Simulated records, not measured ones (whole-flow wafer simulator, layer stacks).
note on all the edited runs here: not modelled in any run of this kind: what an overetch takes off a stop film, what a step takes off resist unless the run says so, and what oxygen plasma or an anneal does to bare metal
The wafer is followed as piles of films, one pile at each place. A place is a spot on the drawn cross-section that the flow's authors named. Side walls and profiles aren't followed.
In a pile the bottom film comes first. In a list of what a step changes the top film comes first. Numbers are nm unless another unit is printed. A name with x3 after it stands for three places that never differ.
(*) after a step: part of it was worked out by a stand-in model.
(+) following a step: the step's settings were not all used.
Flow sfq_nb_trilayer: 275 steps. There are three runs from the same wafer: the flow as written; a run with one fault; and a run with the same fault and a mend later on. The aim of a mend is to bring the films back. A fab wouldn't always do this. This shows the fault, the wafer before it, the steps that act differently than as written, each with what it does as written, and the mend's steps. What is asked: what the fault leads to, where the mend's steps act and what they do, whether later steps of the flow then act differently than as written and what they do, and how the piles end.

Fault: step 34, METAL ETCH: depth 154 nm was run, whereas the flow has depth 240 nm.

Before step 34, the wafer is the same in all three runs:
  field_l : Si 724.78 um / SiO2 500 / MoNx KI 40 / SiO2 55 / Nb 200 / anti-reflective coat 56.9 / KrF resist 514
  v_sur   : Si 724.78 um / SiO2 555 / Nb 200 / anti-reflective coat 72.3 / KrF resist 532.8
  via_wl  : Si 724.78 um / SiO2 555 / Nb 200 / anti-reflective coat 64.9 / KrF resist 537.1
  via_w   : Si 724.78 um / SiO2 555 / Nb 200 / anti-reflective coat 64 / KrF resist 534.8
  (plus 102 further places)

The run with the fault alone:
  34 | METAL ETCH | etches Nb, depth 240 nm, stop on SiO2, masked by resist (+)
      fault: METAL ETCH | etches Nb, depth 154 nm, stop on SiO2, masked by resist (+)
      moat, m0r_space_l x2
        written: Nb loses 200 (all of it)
        fault: Nb loses 154
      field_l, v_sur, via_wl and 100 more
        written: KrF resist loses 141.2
        fault: KrF resist loses 90.6
  Steps later in the flow that act otherwise than as written:
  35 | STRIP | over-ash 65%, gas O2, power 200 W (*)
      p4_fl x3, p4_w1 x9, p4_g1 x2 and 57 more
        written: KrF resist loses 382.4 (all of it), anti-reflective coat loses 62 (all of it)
        fault: KrF resist loses 433 (all of it), anti-reflective coat loses 62 (all of it)
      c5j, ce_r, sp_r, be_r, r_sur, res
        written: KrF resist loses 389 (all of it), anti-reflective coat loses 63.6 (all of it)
        fault: KrF resist loses 439.6 (all of it), anti-reflective coat loses 63.6 (all of it)
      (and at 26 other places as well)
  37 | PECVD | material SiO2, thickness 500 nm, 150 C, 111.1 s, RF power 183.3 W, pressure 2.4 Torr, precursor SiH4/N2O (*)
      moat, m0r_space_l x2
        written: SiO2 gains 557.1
        fault: SiO2 gains 511.1 (new film)
  The piles end different from the flow's at moat, m0r_space_l x2 by more than 2% or 0.5 nm, whichever is larger.
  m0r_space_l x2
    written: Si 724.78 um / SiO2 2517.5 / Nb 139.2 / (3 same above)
    fault: Si 724.78 um / SiO2 555 / Nb 46 / SiO2 1916.5 / Nb 139.2 / (3 same above)
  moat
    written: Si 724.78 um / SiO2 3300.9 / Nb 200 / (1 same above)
    fault: Si 724.78 um / SiO2 555 / Nb 46 / SiO2 2699.9 / Nb 200 / (1 same above)

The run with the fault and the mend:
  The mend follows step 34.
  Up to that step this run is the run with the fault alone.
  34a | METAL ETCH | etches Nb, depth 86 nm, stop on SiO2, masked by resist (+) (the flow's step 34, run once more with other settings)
      field_l, v_sur, via_wl and 100 more
        KrF resist loses 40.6
      moat, m0r_space_l x2
        Nb loses 46 (all of it)
  Steps later in the flow that act otherwise than as written:
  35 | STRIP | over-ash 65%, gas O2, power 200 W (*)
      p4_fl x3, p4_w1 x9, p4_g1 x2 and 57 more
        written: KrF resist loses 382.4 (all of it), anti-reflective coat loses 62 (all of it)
        mend: KrF resist loses 392.4 (all of it), anti-reflective coat loses 62 (all of it)
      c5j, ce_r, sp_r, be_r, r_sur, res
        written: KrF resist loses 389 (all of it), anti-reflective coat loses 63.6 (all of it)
        mend: KrF resist loses 399 (all of it), anti-reflective coat loses 63.6 (all of it)
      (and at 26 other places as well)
  By the end, the piles equal the flow's at every place that both follow.
